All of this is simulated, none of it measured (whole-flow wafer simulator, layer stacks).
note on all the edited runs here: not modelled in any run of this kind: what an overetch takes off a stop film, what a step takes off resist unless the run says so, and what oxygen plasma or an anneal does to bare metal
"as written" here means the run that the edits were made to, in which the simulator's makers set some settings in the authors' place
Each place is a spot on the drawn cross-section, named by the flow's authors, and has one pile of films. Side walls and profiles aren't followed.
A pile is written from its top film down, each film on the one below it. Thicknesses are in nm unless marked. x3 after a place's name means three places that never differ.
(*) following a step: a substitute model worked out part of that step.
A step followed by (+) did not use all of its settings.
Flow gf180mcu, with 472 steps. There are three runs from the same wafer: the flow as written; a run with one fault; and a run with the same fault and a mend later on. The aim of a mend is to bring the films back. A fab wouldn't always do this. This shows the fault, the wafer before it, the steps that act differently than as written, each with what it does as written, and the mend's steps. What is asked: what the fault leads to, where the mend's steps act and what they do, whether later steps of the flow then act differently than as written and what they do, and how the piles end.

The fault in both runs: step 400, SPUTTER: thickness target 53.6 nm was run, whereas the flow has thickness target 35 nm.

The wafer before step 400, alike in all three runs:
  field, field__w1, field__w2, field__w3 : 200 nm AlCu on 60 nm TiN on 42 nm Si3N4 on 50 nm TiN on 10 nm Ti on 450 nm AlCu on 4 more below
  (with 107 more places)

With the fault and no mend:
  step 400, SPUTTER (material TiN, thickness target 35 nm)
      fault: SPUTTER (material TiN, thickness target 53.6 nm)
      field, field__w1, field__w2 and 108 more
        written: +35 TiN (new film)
        fault: +53.6 TiN (new film)
  Steps further on in the flow that do not act as written (not shown: 6 more steps that differ only slightly, by at most 2% or 0.5 nm, whichever is larger):
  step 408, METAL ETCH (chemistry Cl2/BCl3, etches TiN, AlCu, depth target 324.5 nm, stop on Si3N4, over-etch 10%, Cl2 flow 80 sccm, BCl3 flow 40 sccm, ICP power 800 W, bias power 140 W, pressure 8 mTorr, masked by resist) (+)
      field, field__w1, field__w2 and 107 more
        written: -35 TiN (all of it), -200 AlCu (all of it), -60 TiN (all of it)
        fault: -53.6 TiN (all of it), -200 AlCu (all of it), -60 TiN (all of it)
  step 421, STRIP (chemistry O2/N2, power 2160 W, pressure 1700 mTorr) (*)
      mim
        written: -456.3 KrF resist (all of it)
        fault: -442.4 KrF resist (all of it)
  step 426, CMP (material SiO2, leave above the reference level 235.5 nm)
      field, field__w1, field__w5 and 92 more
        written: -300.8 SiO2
        fault: -282.2 SiO2
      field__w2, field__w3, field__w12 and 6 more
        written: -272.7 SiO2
        fault: -254.1 SiO2
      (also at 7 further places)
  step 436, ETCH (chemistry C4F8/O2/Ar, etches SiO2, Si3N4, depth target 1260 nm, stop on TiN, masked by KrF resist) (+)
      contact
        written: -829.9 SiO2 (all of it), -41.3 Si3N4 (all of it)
        fault: -848.5 SiO2 (all of it), -41.3 Si3N4 (all of it)
  By the end, the piles at field__w8, contact, m1, m1__w1, mim, m1_nw depart from the flow's by more than 2% or 0.5 nm, whichever is larger.
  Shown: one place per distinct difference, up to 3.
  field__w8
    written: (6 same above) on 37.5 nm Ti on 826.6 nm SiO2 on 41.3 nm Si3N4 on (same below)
    fault: (6 same above) on 37.5 nm Ti on 845.2 nm SiO2 on 41.3 nm Si3N4 on (same below)
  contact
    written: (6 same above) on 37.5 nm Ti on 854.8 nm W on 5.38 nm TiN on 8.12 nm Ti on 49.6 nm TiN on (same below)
    fault: (6 same above) on 37.5 nm Ti on 873.5 nm W on 5.32 nm TiN on 8.03 nm Ti on 49.6 nm TiN on (same below)
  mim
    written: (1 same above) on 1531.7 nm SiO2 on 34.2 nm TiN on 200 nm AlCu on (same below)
    fault: (1 same above) on 1531.7 nm SiO2 on 52.8 nm TiN on 200 nm AlCu on (same below)

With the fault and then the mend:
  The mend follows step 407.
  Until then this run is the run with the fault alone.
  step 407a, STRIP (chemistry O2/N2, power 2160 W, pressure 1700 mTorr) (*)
      mim
        -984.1 resist (all of it)
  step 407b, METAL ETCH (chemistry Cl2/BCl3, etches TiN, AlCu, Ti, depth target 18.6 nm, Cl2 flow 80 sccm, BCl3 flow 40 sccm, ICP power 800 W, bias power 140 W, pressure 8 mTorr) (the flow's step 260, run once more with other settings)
      field, field__w1, field__w2 and 108 more
        -18.6 TiN
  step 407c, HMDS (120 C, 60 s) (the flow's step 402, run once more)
      alters no film at any place that is followed
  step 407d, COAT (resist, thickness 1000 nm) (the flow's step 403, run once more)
      field, field__w1, field__w2 and 108 more
        +1000 resist (new film)
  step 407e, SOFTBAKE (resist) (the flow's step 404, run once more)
      alters no film at any place that is followed
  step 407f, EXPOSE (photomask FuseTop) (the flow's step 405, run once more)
      alters no film at any place that is followed
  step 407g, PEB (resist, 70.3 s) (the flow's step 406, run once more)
      field, field__w1, field__w2 and 108 more
        -15.9 resist
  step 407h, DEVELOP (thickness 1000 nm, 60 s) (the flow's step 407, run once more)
      field, field__w1, field__w2 and 107 more
        -984.1 resist (all of it)
  Every later step of the flow that is run acts as written at every place that is followed.
  At every place that both follow, the piles at the end match the flow's.
